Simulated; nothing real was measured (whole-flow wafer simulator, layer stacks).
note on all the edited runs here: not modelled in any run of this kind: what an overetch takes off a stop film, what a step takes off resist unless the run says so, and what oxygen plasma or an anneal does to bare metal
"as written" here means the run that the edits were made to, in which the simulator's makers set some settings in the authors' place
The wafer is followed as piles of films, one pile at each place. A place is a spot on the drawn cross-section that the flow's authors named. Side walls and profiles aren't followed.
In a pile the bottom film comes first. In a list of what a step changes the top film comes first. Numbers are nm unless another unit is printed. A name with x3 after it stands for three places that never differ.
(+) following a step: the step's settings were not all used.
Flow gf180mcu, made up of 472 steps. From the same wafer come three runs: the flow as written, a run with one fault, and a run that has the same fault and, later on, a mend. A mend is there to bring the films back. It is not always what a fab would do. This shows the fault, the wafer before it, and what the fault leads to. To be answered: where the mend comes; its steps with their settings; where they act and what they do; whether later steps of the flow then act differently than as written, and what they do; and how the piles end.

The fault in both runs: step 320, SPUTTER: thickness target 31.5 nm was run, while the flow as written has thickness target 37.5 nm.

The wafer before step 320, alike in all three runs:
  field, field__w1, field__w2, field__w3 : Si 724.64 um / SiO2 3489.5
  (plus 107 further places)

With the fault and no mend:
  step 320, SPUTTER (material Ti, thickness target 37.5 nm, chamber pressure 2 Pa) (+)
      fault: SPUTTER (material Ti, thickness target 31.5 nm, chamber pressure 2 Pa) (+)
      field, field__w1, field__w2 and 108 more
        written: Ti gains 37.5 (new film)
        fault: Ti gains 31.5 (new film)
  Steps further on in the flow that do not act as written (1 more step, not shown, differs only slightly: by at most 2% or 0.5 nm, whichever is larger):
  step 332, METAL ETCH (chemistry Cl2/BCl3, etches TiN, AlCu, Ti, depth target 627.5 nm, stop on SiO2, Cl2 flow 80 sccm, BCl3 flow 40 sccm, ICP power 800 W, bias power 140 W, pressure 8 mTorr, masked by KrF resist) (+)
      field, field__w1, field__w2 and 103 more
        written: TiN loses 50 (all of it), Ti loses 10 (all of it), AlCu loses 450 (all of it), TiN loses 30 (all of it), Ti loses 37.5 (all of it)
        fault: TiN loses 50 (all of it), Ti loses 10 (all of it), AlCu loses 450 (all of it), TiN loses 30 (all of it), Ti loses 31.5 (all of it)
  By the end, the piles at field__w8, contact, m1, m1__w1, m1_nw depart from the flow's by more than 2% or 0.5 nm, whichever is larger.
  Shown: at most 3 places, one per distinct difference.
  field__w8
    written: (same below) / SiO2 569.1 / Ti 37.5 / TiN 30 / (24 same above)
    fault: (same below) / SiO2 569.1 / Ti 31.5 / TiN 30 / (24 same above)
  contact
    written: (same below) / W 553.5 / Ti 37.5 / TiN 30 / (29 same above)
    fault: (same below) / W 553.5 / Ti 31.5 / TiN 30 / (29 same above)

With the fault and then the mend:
  After step 320 comes the mend.
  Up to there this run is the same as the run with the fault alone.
  step 320a, SPUTTER (material Ti, thickness target 6 nm, chamber pressure 2 Pa) (+) (a further turn of the flow's step 320, with different settings)
      field, field__w1, field__w2 and 108 more
        Ti gains 6
  Later steps of the flow that are run all act as written at every place that is followed.
  At every place that both follow, the piles at the end match the flow's.
